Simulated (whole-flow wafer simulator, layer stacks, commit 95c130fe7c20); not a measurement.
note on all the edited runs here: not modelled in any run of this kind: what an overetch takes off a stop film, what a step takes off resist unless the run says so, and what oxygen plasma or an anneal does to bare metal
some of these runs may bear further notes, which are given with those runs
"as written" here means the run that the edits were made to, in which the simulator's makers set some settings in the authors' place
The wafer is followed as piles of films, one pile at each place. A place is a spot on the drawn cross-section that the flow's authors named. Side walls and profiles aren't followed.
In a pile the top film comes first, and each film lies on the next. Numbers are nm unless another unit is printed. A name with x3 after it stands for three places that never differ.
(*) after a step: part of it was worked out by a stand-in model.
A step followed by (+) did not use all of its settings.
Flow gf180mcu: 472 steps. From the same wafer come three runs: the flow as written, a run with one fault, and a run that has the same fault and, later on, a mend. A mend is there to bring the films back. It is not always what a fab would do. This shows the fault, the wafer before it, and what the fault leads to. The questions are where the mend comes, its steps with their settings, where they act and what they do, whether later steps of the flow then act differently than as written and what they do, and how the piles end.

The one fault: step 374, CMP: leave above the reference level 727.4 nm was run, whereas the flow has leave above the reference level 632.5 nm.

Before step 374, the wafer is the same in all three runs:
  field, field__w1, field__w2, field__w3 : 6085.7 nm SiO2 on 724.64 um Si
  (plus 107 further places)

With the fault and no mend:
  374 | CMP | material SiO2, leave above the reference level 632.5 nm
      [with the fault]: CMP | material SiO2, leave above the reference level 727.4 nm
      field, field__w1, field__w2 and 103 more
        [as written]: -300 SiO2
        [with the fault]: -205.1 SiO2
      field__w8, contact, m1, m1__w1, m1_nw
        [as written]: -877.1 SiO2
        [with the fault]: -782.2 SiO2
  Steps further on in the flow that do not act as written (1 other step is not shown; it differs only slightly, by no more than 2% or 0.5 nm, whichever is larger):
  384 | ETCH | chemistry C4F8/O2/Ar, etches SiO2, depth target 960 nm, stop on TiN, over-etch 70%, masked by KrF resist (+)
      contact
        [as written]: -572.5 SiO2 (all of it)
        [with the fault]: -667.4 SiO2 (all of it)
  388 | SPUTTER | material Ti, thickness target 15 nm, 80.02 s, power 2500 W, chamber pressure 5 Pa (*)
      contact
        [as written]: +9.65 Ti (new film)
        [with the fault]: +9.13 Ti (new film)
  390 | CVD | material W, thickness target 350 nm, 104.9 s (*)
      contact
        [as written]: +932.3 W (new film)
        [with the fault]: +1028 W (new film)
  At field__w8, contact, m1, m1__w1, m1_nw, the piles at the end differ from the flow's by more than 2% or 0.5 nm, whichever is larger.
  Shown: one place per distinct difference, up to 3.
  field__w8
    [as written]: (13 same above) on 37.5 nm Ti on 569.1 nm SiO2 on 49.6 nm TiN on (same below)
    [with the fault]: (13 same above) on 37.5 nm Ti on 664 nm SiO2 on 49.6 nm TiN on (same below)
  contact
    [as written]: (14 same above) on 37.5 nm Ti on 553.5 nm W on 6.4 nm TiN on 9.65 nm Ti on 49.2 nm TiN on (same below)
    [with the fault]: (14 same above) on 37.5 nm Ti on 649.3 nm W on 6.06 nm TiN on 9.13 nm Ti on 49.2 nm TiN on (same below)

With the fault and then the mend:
  The mend stands after step 382.
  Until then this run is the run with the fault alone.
  382a | STRIP | chemistry O2/N2, power 2160 W, pressure 1700 mTorr (*)
      field, field__w1, field__w2 and 107 more
        -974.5 KrF resist (all of it), -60 anti-reflective coat (all of it)
      contact
        -60 anti-reflective coat (all of it)
  382b | CMP | material SiO2, leave above the reference level 632.5 nm (the flow's step 374 again)
      field, field__w1, field__w2 and 108 more
        -94.9 SiO2
  382c | HMDS | 120 C, 60 s (the flow's step 376 again)
      leaves every film unchanged at each place that is followed
  382d | COAT | anti-reflective coat, thickness 60 nm, 182 C, 71 s (the flow's step 377 again)
      field, field__w1, field__w2 and 108 more
        +60 anti-reflective coat (new film)
  382e | COAT | KrF resist, thickness 1000 nm (the flow's step 378 again)
      field, field__w1, field__w2 and 108 more
        +1000 KrF resist (new film)
  382f | SOFTBAKE | KrF resist (the flow's step 379 again)
      leaves every film unchanged at each place that is followed
  382g | EXPOSE | photomask Via4 (the flow's step 380 again)
      leaves every film unchanged at each place that is followed
  382h | PEB | KrF resist, 135 C, 90 s (the flow's step 381 again)
      field, field__w1, field__w2 and 108 more
        -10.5 KrF resist
  382i | DEVELOP | KrF resist, thickness 1000 nm, 60 s (the flow's step 382 again)
      field, field__w1, field__w2 and 107 more
        -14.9 KrF resist
      contact
        -989.5 KrF resist (all of it)
  Every later step of the flow that is run acts as written at every place that is followed.
  The piles end the same as the flow's at every place that both follow.
